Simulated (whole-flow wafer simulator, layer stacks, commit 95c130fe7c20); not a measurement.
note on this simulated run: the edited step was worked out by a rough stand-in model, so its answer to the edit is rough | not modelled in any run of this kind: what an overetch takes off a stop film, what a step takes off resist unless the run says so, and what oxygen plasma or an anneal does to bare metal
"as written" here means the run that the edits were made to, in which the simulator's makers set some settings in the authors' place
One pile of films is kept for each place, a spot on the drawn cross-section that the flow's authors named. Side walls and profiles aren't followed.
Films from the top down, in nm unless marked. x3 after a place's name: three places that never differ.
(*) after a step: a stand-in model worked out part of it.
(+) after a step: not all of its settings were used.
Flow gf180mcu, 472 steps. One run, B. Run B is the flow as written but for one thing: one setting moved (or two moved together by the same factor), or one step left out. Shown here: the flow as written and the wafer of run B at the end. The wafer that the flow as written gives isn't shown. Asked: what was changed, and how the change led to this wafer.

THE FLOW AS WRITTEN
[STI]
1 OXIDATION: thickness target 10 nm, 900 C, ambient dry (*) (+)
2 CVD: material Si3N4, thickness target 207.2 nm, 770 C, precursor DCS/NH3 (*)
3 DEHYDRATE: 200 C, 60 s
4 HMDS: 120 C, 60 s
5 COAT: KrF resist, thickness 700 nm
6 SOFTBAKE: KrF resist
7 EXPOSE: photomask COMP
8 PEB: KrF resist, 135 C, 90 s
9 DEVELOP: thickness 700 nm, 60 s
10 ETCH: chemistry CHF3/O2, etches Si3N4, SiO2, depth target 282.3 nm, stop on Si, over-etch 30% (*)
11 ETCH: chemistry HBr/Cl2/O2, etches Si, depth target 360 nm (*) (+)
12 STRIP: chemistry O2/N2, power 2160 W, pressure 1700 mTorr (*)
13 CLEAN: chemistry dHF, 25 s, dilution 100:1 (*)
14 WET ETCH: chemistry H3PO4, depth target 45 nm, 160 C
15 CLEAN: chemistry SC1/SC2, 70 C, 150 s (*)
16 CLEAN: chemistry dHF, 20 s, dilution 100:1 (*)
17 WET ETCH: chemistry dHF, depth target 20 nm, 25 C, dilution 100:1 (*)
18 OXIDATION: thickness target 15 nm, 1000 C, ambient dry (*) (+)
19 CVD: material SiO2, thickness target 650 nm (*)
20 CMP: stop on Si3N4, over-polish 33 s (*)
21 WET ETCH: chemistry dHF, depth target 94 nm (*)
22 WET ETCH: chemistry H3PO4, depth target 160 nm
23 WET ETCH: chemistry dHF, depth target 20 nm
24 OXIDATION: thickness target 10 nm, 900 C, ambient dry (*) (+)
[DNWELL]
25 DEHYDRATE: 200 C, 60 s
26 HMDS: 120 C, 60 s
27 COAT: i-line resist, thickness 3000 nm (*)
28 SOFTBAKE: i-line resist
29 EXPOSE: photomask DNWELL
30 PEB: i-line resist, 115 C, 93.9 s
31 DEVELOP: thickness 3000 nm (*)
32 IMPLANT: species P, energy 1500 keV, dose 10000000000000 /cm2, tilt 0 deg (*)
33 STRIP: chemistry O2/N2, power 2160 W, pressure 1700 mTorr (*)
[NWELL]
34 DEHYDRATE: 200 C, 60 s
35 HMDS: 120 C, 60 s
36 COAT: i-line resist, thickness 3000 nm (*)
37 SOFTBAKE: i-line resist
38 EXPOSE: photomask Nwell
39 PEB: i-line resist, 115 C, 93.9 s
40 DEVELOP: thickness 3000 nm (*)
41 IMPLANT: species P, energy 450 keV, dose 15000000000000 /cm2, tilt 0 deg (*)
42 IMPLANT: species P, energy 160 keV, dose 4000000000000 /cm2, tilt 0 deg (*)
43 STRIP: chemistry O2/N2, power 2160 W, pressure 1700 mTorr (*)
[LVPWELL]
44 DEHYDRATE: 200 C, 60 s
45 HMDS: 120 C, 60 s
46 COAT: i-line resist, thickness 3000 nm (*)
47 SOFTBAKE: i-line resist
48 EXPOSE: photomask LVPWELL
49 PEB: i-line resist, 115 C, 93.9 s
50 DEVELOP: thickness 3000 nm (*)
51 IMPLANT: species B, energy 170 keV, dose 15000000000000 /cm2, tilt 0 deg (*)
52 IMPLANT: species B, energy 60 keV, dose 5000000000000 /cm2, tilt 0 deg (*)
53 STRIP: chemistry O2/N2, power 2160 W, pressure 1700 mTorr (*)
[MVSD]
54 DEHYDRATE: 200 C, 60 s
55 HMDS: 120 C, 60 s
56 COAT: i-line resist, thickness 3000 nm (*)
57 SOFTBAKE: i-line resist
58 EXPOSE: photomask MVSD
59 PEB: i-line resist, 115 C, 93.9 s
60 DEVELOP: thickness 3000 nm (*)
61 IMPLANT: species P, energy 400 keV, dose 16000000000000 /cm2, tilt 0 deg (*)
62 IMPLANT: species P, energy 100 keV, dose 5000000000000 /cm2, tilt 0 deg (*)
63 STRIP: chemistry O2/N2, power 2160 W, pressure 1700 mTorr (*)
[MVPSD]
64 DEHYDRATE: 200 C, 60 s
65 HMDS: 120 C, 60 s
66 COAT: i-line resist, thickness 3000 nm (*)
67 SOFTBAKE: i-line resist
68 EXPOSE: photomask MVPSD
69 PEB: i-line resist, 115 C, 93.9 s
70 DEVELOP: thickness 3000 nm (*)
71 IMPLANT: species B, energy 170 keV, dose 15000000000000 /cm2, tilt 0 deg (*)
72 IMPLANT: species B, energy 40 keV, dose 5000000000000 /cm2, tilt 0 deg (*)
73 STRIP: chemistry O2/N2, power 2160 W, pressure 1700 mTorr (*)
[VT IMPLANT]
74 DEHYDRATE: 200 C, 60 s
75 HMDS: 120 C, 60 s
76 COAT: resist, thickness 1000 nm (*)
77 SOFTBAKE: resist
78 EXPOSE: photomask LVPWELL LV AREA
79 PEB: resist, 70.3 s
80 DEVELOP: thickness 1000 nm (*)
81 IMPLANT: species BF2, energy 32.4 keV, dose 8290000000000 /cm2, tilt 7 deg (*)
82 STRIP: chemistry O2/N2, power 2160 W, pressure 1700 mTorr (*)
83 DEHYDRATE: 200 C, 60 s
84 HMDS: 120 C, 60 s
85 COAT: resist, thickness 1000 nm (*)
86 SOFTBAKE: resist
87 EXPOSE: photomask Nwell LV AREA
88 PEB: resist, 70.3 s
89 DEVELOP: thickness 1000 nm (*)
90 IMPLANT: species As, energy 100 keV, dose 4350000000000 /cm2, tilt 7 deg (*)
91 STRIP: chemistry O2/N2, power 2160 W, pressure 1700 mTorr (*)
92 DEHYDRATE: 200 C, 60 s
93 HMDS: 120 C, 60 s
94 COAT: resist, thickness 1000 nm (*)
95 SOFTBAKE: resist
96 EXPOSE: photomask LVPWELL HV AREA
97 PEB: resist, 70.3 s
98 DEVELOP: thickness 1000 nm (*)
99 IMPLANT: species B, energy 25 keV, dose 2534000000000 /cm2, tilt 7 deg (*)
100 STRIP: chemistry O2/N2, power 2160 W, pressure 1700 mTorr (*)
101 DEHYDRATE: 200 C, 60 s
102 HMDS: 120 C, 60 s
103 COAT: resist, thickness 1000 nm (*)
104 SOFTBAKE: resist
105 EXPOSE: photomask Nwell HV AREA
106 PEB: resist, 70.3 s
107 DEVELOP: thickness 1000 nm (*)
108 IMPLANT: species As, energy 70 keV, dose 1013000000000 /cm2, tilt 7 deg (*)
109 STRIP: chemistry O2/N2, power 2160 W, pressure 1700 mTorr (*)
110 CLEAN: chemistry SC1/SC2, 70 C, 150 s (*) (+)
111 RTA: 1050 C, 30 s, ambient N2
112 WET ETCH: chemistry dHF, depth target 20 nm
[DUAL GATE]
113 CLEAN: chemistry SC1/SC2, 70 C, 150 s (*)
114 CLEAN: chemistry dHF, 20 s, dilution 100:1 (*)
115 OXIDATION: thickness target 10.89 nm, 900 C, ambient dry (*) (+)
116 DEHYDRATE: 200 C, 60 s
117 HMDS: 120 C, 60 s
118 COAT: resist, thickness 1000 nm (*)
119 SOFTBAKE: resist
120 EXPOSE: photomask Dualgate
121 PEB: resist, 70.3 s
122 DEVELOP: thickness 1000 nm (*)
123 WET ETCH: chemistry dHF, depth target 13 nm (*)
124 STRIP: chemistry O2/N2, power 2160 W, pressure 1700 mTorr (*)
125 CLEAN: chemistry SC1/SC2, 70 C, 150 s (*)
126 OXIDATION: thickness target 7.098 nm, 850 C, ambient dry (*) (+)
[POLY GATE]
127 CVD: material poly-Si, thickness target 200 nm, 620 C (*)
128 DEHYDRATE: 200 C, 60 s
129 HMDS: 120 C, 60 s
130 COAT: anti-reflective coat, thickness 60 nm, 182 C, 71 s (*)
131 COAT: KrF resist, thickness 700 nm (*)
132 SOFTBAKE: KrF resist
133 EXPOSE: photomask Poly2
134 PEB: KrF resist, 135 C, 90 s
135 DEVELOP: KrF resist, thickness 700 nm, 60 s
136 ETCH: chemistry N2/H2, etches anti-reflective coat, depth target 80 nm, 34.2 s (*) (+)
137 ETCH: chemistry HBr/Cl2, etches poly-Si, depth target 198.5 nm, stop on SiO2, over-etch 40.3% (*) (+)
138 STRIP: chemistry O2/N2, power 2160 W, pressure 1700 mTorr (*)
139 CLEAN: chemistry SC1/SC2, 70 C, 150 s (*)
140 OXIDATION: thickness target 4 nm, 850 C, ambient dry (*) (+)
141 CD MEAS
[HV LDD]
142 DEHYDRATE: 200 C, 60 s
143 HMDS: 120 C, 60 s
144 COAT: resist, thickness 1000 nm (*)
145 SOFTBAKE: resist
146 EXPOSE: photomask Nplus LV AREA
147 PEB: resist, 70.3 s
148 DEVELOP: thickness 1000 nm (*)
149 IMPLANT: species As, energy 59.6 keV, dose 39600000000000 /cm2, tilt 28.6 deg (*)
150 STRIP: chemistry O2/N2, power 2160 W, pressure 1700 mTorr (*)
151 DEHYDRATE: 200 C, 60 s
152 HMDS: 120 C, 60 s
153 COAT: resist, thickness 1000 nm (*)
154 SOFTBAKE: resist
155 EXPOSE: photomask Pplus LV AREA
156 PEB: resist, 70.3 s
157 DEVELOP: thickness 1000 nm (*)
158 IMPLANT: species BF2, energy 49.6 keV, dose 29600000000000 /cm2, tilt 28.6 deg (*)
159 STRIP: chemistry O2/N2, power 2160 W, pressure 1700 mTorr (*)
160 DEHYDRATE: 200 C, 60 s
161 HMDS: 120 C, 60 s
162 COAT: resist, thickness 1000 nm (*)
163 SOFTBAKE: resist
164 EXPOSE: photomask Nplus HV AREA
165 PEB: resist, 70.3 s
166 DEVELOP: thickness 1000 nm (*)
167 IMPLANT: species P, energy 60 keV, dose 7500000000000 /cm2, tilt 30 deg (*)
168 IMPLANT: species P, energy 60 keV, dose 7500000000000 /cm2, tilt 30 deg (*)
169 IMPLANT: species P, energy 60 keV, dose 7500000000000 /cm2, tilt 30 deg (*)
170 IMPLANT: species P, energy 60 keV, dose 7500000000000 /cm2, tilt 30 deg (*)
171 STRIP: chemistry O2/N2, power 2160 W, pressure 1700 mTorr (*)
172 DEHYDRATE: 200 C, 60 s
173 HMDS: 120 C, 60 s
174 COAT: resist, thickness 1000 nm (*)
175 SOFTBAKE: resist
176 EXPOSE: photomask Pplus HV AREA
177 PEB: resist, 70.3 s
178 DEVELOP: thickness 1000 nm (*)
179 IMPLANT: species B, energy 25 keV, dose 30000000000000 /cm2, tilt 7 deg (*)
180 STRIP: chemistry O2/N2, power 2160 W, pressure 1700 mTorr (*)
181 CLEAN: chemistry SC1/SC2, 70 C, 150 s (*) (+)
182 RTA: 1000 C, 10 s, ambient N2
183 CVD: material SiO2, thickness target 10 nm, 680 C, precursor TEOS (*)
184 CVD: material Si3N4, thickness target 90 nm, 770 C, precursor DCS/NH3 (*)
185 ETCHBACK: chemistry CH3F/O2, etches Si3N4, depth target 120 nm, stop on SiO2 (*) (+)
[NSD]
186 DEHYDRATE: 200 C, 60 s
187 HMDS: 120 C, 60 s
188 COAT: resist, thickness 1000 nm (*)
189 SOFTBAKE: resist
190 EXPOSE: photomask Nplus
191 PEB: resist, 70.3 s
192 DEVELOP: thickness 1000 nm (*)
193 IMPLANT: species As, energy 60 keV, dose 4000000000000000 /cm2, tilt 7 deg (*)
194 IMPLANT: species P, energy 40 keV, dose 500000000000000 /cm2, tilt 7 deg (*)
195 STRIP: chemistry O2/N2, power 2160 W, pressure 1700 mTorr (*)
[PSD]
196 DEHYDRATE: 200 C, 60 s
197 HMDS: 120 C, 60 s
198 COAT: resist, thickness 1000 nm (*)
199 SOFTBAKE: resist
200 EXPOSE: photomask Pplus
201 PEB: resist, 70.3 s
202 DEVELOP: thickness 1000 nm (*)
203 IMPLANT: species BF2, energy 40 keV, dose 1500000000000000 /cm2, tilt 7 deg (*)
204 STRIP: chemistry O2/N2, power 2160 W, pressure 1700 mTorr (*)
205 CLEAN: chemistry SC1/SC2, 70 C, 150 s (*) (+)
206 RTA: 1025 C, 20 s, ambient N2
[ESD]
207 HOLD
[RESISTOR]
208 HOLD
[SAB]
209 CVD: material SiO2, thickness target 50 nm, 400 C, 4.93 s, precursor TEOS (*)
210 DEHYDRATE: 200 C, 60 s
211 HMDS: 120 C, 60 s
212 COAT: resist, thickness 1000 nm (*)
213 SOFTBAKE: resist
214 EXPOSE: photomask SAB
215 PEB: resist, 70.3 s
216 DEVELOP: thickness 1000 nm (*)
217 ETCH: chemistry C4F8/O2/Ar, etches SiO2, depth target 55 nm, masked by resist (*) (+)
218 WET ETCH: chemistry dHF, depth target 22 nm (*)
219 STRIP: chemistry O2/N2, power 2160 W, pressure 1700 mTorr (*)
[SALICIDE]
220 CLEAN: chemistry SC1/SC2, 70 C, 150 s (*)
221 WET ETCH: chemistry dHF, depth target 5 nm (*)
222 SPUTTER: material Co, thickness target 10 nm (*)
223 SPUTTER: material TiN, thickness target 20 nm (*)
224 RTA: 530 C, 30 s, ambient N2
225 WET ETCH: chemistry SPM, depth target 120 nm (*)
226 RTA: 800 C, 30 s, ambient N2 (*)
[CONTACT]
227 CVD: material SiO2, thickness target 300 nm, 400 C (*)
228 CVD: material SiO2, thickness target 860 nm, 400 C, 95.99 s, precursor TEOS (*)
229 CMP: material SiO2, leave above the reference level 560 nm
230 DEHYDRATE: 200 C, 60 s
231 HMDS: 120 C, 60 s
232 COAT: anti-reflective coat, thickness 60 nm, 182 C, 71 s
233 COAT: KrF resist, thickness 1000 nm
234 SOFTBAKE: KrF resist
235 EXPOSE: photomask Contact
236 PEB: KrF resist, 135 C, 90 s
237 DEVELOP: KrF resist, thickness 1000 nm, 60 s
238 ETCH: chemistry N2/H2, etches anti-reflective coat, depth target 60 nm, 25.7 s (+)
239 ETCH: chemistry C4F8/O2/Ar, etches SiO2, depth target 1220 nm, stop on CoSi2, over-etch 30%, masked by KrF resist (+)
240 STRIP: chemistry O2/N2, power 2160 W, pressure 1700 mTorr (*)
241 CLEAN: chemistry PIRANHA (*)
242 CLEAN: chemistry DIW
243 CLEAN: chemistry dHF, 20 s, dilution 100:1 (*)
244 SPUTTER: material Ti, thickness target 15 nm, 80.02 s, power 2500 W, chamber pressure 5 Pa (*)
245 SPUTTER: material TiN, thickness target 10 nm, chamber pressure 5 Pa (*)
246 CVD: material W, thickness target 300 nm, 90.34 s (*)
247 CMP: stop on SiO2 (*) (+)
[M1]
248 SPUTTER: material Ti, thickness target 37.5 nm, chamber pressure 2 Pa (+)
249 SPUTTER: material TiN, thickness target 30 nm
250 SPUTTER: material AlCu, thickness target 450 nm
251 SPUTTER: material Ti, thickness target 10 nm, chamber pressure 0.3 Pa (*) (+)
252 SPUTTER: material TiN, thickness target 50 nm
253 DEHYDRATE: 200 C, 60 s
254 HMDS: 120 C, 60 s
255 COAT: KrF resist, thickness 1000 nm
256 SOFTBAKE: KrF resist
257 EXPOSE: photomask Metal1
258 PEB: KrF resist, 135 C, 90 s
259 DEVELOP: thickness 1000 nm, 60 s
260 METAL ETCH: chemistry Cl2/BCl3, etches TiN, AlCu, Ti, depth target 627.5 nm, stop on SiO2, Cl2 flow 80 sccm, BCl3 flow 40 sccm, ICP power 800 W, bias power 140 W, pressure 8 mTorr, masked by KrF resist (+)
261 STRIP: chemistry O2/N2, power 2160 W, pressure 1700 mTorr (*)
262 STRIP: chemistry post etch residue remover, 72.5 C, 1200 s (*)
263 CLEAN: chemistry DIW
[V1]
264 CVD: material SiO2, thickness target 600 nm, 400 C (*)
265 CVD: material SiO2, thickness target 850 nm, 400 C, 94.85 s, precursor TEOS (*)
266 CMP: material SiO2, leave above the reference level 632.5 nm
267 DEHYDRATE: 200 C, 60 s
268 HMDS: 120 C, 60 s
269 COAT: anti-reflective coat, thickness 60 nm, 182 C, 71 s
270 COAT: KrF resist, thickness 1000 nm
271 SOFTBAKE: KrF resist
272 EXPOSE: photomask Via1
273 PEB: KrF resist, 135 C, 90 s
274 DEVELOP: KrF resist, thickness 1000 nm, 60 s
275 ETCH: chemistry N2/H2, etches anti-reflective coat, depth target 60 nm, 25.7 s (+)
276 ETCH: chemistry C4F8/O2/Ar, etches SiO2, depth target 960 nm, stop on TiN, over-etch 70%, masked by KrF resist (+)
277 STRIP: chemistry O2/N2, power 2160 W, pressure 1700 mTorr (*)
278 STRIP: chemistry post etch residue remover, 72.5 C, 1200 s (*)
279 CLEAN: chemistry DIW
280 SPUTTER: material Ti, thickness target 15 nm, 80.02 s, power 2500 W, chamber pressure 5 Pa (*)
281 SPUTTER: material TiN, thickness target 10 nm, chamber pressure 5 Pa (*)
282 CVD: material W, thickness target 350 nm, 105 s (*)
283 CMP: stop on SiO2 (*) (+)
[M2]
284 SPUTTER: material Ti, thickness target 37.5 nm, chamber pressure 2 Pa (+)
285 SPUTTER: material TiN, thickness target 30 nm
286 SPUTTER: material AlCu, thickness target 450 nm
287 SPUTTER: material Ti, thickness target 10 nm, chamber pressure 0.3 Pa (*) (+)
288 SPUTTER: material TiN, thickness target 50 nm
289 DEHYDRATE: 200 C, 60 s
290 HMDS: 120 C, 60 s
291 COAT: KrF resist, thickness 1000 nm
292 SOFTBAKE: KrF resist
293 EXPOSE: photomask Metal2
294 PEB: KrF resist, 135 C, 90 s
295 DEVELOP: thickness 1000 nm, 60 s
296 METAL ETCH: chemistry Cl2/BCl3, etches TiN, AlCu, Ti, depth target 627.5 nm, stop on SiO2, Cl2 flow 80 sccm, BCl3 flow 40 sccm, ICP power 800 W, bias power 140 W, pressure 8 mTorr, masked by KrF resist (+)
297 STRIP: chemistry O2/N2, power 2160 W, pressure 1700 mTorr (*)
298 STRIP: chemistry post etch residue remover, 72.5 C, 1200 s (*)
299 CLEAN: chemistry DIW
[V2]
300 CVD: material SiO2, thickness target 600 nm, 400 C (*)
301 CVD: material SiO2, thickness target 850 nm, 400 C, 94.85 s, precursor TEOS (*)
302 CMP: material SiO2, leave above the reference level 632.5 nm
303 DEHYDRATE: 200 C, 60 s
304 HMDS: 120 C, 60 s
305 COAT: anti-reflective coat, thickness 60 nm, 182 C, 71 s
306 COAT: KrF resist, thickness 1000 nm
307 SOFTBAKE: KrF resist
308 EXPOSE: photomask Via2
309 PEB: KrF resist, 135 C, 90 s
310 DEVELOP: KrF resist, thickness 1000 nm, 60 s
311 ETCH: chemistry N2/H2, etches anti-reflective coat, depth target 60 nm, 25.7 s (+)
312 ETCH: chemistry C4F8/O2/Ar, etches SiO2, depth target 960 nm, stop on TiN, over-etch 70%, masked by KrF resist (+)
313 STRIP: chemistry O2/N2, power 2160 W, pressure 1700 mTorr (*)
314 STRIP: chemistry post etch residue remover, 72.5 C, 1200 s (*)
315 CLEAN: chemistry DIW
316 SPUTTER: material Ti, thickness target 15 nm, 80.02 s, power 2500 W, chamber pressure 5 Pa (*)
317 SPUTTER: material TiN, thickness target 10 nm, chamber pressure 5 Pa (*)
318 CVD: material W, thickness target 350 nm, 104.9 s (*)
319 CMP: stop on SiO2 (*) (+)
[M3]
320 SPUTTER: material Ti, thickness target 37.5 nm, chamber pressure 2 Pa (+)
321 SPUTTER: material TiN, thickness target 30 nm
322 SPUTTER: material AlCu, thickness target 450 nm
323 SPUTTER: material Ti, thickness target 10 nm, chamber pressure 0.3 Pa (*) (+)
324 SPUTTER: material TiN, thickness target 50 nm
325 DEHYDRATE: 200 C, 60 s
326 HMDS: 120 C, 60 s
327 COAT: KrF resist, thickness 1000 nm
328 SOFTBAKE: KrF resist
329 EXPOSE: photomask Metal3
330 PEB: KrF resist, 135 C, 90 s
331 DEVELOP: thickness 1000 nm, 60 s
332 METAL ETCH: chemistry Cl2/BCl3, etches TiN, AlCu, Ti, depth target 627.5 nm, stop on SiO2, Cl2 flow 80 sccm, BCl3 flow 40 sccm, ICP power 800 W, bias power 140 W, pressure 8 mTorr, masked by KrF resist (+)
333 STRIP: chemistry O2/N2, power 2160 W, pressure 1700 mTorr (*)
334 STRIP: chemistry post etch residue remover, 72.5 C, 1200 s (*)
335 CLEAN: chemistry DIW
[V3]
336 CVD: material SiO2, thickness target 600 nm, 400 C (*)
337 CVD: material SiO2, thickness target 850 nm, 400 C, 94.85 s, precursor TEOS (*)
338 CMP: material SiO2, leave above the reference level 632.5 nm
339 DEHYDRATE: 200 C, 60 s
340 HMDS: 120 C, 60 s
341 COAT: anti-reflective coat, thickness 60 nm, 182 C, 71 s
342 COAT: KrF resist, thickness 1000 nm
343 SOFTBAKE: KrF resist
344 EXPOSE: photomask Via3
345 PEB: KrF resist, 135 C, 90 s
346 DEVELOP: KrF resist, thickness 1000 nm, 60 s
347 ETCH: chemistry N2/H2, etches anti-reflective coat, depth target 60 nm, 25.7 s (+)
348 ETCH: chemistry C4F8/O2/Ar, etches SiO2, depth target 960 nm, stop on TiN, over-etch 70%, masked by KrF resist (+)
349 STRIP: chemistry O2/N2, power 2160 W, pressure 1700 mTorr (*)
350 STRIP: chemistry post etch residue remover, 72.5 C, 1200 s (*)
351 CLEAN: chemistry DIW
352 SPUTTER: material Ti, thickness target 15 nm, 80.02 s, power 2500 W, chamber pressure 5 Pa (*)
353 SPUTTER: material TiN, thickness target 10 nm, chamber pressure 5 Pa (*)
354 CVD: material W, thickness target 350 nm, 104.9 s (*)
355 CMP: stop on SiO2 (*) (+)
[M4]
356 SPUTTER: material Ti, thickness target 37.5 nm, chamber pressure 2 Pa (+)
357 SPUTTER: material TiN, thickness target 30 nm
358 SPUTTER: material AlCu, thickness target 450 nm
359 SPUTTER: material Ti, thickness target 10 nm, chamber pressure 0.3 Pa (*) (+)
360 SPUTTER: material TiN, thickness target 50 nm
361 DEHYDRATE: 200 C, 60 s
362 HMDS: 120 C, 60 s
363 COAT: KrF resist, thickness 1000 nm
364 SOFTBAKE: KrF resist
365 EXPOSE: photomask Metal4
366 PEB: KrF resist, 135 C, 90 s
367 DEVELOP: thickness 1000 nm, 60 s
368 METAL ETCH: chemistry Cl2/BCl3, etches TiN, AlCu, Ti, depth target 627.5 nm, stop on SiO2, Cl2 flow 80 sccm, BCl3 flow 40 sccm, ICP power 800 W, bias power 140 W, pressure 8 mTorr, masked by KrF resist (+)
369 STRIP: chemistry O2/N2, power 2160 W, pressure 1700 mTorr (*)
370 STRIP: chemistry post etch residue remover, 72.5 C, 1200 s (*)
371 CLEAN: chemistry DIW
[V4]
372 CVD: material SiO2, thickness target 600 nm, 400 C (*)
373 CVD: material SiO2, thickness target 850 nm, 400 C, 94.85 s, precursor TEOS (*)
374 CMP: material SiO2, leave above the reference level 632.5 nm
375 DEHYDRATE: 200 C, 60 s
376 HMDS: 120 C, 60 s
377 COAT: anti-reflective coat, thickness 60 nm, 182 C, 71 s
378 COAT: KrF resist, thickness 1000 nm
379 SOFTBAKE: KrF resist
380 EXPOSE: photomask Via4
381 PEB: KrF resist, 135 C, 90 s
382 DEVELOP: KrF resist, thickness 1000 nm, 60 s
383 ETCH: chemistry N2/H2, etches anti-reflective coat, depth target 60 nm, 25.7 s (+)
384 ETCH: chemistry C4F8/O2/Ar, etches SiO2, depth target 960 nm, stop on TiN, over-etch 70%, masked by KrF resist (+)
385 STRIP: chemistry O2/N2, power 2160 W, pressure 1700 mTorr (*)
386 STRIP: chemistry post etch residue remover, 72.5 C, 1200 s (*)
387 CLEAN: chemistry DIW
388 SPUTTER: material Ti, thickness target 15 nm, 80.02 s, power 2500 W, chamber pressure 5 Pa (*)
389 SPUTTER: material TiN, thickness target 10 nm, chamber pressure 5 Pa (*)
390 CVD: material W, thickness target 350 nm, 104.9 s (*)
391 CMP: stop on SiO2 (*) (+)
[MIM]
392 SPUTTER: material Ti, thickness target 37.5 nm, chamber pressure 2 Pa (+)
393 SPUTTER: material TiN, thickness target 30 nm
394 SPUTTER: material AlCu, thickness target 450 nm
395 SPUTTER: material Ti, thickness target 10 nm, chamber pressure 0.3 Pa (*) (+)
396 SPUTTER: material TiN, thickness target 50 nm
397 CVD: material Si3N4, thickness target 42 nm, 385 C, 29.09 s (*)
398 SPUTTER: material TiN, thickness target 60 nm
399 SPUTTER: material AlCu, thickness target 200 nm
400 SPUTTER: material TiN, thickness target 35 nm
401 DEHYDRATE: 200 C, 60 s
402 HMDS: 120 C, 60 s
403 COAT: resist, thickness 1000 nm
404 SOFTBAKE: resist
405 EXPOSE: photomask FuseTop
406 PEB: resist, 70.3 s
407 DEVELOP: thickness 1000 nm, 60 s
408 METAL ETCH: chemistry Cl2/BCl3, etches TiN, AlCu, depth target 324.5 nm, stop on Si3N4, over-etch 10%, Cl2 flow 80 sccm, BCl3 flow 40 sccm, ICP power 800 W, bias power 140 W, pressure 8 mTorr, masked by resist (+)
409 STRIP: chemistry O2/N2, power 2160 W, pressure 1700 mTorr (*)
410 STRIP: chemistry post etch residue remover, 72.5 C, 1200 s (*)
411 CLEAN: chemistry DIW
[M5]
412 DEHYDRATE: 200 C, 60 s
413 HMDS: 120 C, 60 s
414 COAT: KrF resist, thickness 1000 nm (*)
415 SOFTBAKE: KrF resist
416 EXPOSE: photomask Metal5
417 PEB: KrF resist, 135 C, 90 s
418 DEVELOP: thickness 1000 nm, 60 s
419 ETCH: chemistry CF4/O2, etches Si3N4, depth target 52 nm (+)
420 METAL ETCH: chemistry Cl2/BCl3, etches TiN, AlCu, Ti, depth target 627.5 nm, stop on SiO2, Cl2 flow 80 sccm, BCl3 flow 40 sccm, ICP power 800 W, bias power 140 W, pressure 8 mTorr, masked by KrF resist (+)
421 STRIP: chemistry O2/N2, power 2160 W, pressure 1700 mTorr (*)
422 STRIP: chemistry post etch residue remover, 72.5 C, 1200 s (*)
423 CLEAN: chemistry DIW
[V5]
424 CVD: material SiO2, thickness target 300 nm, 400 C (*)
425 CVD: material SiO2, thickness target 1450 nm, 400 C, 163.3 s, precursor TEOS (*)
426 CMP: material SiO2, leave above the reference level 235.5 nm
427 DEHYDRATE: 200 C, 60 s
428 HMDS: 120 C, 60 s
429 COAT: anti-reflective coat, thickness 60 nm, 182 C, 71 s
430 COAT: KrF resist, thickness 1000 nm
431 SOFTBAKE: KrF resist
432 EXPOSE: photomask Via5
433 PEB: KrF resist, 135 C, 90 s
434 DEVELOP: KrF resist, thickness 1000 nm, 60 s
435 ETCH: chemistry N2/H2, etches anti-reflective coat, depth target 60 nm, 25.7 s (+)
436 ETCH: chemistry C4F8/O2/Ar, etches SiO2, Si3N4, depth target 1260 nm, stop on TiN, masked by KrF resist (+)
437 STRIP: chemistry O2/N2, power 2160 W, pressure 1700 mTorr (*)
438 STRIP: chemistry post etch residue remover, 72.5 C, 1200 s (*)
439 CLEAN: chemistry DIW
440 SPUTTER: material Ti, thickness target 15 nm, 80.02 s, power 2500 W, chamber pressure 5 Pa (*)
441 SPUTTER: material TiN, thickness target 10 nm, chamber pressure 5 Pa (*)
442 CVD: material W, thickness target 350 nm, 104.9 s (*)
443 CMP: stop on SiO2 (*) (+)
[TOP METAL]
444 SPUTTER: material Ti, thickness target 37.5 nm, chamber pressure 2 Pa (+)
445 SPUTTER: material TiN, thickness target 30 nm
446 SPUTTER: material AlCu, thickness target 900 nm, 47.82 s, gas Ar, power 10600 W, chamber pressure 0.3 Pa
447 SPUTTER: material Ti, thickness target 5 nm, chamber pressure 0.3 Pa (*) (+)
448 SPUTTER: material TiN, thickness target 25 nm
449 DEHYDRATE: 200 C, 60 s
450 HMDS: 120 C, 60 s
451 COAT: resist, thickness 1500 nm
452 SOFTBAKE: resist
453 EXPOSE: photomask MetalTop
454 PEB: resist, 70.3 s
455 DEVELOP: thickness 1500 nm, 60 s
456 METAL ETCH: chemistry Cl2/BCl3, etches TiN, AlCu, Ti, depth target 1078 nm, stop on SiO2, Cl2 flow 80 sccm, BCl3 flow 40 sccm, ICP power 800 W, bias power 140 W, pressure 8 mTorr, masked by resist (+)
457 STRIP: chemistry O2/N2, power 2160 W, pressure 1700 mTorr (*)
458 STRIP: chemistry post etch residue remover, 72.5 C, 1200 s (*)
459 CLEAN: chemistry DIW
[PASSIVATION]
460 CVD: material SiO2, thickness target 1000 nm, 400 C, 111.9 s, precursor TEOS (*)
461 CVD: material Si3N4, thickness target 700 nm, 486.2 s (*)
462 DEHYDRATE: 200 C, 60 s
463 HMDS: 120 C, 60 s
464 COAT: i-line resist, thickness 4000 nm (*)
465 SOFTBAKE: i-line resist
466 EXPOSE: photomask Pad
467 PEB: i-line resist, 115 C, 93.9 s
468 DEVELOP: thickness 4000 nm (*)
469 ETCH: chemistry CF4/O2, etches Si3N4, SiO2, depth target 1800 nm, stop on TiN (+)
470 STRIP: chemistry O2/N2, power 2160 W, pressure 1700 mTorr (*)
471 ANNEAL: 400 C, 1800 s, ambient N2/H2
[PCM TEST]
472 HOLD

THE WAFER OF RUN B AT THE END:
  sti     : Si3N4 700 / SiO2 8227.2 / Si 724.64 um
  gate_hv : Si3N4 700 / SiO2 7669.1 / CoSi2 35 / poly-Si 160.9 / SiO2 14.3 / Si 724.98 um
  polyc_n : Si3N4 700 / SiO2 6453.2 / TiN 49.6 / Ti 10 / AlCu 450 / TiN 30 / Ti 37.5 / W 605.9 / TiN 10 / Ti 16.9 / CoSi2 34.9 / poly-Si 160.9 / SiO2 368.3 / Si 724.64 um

The cause: step 244, SPUTTER: 90.02 s was run, where the flow has 80.02 s.

How the change led to this, step by step:
  244 SPUTTER: material Ti, thickness target 15 nm, 80.02 s, power 2500 W, chamber pressure 5 Pa (*)
      field, field__w1, field__w2 and 107 more: Ti +16.9 (new film) (as written it would be: Ti +15 (new film))
      contact: Ti +9.62 (new film) (as written it would be: Ti +8.55 (new film))
  247 CMP: stop on SiO2 (*) (+)
      field, field__w1, field__w2 and 105 more: W -300 (all of it), TiN -10 (all of it), Ti -16.9 (all of it), SiO2 -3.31 (as written it would be: W -300 (all of it), TiN -10 (all of it), Ti -15 (all of it), SiO2 -3.29)
